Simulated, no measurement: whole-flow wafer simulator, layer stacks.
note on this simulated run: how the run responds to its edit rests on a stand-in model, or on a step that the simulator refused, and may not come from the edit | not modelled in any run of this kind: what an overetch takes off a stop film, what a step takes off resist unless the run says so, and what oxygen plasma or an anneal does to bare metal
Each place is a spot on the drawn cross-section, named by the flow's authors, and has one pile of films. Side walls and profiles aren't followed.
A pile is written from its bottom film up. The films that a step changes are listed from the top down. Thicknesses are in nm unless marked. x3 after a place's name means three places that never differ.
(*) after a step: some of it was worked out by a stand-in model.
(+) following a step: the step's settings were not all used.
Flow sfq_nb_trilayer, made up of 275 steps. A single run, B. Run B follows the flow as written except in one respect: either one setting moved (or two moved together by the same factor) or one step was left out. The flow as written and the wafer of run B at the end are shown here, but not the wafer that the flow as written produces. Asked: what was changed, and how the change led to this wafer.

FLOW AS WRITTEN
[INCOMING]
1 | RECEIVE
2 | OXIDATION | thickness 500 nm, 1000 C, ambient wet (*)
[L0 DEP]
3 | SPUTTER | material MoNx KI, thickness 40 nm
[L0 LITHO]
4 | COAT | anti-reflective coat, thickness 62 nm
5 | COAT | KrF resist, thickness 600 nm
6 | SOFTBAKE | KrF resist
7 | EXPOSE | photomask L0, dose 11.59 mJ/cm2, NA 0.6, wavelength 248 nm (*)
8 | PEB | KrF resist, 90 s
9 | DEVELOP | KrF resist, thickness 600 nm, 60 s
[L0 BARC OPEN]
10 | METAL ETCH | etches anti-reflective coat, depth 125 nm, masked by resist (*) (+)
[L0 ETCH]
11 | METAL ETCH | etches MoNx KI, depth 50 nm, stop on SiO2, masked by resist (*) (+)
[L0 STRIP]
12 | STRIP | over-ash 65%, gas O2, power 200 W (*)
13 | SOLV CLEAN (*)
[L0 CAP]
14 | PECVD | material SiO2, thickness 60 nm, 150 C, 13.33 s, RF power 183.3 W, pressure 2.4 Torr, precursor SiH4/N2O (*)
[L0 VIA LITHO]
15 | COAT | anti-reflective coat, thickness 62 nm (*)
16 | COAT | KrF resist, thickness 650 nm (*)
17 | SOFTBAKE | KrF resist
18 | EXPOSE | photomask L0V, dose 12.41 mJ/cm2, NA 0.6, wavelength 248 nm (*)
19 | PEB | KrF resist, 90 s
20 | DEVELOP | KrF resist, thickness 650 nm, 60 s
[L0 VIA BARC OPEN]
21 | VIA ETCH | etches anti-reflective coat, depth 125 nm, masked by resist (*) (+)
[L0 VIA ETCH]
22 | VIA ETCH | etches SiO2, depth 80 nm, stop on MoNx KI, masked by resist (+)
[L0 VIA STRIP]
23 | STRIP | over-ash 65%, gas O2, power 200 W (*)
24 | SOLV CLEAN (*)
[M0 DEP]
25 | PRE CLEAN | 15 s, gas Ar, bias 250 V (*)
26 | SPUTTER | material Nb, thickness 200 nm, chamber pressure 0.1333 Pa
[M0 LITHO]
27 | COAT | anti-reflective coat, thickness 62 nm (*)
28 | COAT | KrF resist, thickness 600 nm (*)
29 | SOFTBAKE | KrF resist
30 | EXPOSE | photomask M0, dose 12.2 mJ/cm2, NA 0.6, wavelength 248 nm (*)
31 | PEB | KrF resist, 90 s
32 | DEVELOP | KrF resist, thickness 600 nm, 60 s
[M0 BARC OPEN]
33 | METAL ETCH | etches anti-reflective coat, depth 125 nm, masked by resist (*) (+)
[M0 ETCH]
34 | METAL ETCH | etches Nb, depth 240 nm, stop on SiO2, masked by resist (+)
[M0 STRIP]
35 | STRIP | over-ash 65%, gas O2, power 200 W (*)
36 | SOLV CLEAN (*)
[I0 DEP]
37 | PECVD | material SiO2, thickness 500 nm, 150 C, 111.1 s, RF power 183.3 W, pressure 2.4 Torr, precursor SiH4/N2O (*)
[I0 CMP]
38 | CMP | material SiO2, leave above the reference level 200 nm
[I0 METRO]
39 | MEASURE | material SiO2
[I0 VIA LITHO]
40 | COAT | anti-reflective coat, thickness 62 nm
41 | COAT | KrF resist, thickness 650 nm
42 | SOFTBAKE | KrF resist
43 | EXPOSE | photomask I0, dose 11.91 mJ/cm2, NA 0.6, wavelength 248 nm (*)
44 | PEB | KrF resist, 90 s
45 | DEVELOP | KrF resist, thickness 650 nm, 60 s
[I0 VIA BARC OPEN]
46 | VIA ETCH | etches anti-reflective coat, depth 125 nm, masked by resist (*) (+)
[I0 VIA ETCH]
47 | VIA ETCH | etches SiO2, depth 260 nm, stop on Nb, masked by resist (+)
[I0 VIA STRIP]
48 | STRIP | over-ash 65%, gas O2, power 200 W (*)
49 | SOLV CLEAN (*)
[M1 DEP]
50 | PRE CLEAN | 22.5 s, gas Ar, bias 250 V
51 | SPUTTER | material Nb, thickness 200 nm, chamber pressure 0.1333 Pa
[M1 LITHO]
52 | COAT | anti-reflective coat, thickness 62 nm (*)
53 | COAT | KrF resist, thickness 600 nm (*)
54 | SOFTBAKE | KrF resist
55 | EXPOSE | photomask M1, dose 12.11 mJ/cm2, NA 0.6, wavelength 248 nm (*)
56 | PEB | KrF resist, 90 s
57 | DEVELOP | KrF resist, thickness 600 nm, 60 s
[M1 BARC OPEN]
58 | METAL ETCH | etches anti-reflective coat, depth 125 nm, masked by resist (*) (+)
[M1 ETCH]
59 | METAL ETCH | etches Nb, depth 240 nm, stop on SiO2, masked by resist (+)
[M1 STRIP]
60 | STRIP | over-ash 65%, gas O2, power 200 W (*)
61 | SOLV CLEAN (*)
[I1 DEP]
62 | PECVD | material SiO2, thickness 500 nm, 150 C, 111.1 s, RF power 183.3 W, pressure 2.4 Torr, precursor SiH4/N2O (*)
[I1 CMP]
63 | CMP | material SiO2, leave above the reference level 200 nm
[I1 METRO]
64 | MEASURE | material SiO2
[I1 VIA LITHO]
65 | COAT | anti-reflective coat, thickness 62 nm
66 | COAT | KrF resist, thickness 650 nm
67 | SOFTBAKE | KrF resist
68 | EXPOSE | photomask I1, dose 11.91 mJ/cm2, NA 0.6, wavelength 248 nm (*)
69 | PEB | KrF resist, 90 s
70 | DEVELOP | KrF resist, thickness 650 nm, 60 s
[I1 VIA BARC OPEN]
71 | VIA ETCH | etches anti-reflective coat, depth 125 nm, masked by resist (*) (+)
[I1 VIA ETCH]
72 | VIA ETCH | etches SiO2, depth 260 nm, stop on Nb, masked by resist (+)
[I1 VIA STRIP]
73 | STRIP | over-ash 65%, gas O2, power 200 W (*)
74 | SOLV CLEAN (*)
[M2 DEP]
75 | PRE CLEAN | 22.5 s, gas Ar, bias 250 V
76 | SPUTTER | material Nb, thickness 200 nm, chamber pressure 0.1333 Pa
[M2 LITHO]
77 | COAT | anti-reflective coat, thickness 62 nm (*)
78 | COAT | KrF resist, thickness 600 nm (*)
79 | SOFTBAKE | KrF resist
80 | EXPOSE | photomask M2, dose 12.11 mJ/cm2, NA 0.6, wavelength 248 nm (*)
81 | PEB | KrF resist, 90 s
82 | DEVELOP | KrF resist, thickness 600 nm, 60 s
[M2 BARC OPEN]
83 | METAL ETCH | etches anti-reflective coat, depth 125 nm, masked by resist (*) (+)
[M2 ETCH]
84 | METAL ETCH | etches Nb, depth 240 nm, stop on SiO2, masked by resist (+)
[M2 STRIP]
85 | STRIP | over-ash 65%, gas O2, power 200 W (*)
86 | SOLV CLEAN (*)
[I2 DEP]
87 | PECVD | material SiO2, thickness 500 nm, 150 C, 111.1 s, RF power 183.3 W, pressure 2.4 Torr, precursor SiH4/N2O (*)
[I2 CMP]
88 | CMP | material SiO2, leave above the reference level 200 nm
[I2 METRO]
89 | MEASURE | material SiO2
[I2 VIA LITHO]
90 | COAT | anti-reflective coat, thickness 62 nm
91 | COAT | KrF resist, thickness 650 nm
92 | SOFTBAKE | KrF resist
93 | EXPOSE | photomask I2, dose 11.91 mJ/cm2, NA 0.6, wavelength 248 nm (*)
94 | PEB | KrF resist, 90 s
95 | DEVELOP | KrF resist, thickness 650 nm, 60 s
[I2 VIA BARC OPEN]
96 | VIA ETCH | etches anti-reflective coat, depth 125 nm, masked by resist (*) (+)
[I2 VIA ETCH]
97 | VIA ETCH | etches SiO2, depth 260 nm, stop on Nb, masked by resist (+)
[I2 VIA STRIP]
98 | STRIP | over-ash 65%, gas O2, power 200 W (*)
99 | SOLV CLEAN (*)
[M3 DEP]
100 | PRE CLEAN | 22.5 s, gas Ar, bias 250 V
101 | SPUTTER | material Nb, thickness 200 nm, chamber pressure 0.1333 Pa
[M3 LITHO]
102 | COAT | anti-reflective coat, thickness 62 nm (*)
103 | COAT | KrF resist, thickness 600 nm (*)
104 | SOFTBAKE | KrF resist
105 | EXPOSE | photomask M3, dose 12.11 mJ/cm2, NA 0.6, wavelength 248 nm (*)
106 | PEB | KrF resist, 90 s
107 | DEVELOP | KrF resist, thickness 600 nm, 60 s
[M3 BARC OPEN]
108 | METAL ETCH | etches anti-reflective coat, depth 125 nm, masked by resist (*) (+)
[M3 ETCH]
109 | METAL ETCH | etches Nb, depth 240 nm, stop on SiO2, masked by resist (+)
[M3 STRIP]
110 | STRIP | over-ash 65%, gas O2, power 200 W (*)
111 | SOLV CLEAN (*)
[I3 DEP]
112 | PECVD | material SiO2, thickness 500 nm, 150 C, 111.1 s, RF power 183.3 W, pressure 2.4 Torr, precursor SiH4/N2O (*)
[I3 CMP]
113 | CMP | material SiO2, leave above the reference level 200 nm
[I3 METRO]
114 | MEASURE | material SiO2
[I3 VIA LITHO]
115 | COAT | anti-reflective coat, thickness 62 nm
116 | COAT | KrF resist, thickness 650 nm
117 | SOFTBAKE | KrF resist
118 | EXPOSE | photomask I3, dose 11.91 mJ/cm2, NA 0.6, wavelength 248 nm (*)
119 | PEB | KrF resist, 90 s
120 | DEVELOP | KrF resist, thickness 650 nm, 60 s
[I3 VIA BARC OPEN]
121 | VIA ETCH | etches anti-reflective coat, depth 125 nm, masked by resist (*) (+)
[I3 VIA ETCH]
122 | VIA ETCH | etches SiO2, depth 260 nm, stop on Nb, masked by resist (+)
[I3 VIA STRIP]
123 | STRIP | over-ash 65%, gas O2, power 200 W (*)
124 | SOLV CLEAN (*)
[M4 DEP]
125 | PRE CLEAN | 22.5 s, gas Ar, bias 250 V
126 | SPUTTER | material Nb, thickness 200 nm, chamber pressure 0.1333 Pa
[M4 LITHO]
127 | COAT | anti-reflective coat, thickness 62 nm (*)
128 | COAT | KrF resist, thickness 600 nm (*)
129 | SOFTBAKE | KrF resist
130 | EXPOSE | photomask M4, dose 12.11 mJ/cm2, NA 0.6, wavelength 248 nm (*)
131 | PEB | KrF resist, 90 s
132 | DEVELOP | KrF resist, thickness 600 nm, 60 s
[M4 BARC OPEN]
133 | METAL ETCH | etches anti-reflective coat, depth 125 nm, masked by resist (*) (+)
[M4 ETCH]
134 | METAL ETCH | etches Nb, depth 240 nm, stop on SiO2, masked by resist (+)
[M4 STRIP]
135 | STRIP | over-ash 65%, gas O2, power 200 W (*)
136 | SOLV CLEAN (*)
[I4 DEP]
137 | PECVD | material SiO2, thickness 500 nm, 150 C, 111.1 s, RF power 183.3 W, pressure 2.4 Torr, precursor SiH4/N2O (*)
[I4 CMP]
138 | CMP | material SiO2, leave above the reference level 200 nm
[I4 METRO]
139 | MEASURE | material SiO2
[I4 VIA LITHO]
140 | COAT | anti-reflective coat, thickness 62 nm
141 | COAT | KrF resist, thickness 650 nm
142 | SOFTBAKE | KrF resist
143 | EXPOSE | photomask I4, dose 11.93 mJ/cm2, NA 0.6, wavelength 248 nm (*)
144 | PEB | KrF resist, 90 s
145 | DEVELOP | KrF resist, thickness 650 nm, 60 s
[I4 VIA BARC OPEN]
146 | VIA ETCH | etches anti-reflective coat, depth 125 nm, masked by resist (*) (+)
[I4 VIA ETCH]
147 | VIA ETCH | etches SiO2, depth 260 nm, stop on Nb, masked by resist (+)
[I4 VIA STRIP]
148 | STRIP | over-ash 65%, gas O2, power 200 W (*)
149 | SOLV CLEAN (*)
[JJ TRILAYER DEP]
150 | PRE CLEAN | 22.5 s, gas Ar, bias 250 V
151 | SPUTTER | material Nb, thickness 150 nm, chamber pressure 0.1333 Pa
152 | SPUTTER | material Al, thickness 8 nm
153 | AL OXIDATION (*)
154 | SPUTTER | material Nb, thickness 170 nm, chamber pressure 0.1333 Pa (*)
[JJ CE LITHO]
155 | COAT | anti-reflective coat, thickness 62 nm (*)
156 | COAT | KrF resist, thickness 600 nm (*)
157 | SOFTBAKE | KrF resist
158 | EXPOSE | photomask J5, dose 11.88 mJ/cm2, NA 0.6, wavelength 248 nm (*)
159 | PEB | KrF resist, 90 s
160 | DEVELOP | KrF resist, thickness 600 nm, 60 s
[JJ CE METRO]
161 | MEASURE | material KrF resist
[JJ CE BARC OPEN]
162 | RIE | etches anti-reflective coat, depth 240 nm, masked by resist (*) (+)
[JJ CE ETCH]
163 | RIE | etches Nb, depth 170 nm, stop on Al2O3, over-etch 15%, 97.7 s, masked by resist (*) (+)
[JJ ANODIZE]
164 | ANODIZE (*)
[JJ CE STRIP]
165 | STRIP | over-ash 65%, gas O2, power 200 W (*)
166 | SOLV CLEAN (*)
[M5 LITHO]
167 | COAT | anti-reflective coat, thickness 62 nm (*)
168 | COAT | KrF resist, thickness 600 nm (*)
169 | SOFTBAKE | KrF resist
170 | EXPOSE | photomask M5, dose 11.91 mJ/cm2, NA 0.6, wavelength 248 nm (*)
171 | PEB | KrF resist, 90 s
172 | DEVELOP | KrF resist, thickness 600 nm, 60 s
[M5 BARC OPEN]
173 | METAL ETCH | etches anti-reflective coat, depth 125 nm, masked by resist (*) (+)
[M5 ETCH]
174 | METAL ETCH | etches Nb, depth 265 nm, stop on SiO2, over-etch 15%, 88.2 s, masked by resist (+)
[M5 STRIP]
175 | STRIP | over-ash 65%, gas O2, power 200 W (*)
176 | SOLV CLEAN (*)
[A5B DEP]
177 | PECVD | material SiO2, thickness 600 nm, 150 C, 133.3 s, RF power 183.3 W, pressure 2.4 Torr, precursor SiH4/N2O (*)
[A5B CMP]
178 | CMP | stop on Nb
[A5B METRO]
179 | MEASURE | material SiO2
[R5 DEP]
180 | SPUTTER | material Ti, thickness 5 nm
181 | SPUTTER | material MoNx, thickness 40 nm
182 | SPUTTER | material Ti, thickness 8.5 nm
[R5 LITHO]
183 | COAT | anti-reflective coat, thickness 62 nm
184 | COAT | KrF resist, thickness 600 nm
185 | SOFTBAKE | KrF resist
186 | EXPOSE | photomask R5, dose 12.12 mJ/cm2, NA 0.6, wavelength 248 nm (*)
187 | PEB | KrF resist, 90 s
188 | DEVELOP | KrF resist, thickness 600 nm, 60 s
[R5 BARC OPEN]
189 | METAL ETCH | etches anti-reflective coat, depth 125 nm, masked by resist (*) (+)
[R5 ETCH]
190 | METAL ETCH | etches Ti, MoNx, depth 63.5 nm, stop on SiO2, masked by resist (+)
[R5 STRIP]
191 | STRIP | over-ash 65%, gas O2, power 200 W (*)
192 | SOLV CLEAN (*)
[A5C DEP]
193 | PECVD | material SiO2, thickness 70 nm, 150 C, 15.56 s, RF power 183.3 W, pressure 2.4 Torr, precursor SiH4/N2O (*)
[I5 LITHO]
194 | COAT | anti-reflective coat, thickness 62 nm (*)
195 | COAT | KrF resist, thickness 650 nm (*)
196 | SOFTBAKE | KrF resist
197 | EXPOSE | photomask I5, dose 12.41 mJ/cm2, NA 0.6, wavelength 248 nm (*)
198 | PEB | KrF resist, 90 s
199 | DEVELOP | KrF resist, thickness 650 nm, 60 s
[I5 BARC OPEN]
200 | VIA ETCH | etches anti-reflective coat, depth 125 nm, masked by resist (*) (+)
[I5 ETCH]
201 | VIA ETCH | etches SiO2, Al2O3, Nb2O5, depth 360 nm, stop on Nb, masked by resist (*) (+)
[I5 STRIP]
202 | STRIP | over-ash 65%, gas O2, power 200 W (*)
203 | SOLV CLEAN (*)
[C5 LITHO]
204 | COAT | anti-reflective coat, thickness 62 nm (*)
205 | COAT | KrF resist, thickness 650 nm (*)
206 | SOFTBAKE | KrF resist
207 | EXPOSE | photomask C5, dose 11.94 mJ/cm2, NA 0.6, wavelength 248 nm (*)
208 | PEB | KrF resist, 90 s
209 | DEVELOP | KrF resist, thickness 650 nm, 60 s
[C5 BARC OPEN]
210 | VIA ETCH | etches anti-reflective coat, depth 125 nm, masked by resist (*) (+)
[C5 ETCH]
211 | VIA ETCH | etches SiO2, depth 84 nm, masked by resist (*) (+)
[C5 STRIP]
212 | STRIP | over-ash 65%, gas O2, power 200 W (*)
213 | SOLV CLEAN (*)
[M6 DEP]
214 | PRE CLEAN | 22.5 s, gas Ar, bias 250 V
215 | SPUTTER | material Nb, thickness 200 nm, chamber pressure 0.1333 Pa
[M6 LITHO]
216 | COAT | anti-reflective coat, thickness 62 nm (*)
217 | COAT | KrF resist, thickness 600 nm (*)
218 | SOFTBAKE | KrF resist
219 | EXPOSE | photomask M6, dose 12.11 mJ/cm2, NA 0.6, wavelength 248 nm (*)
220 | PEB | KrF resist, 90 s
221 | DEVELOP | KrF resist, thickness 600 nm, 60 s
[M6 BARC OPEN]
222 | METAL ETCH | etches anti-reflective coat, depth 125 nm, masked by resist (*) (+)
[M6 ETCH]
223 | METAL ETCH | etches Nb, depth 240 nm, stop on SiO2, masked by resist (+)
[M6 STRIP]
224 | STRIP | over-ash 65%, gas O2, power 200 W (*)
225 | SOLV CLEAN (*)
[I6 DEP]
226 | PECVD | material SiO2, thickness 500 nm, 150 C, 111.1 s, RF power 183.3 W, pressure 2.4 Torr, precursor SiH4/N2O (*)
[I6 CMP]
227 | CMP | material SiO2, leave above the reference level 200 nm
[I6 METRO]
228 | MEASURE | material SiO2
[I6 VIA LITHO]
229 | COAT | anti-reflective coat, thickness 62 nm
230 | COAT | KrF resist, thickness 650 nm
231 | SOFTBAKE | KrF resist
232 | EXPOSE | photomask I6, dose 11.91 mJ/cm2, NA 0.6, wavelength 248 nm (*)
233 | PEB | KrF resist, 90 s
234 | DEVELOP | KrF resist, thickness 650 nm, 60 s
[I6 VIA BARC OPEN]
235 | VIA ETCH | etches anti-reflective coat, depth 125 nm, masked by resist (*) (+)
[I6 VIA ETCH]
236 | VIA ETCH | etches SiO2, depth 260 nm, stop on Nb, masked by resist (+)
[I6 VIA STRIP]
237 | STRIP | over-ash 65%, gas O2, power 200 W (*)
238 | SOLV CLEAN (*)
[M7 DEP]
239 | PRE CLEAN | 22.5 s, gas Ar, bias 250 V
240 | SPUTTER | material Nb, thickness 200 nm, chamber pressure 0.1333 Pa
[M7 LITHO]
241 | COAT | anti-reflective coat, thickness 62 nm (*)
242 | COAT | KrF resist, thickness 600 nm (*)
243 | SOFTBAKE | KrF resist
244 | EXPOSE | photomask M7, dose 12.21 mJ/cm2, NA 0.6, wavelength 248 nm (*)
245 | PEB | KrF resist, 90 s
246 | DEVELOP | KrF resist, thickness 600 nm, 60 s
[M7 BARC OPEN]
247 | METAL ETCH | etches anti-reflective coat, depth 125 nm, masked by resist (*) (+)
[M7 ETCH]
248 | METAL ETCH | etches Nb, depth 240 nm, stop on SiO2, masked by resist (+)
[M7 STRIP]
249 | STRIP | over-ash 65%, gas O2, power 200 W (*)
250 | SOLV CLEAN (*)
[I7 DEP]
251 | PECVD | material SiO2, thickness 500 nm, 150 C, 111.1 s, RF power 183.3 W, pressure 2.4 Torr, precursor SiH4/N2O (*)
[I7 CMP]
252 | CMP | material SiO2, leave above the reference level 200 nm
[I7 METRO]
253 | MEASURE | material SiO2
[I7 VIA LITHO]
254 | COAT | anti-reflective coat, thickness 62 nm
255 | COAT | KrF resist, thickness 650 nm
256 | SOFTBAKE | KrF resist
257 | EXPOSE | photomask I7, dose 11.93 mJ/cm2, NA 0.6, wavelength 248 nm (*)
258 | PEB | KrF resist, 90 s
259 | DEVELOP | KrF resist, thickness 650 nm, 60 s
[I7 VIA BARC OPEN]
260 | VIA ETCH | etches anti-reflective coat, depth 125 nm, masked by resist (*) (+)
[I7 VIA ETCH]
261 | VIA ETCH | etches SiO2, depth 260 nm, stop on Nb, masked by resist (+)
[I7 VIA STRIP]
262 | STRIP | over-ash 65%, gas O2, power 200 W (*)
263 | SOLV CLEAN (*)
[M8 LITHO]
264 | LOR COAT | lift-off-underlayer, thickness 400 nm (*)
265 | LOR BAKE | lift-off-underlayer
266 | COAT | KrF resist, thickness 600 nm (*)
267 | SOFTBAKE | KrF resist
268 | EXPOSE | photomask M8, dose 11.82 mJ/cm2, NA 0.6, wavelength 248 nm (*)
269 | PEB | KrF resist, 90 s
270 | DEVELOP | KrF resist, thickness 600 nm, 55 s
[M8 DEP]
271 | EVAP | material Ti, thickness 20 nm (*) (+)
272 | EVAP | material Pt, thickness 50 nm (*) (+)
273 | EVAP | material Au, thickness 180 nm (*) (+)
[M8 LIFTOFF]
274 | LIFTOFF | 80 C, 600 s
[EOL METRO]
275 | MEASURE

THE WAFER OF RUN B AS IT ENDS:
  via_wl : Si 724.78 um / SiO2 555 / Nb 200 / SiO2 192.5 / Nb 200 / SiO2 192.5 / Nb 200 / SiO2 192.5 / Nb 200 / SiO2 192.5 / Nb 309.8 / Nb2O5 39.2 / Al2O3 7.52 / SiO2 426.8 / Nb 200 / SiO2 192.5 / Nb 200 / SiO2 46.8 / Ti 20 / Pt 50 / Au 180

Cause: step 261, VIA ETCH: depth 153 nm was run, though the flow has depth 260 nm.

How this came from the change, step by step:
  261 | VIA ETCH | etches SiO2, depth 260 nm, stop on Nb, masked by resist (+)
      via_wl, via_w, via_wr: -153 SiO2 (in the flow as written it would be: -199.8 SiO2 (all of it))
      field_l, v_sur, via_sp and 100 more: -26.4 KrF resist (in the flow as written it would be: -44.8 KrF resist)
  262 | STRIP | over-ash 65%, gas O2, power 200 W (*)
      field_l, v_sur, via_sp and 100 more: -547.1 KrF resist (all of it), -62 anti-reflective coat (all of it) (in the flow as written it would be: -528.6 KrF resist (all of it), -62 anti-reflective coat (all of it))
  264 | LOR COAT | lift-off-underlayer, thickness 400 nm (*)
      via_wl, via_wr: +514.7 lift-off-underlayer (new film) (in the flow as written it would be: +549.8 lift-off-underlayer (new film))
      via_w: +504.5 lift-off-underlayer (new film) (in the flow as written it would be: +536.4 lift-off-underlayer (new film))
  270 | DEVELOP | KrF resist, thickness 600 nm, 55 s
      via_wl: -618 KrF resist (all of it), -514.7 lift-off-underlayer (all of it) (in the flow as written it would be: -623.9 KrF resist (all of it), -549.8 lift-off-underlayer (all of it))
      via_w: -626.9 KrF resist (all of it), -504.5 lift-off-underlayer (all of it) (in the flow as written it would be: -635.4 KrF resist (all of it), -536.4 lift-off-underlayer (all of it))
      (and at 1 other place as well)
Taking metal films that touch as one body, via_wl has 8 bodies (between them, from the top down: SiO2 46.8; SiO2 192.5; SiO2 426.8 / Al2O3 7.52 / Nb2O5 39.2; SiO2 192.5; SiO2 192.5; SiO2 192.5; SiO2 192.5); the flow as written gives 7 bodies (between them, from the top down: SiO2 192.5; SiO2 426.8 / Al2O3 7.52 / Nb2O5 39.2; SiO2 192.5; SiO2 192.5; SiO2 192.5; SiO2 192.5).
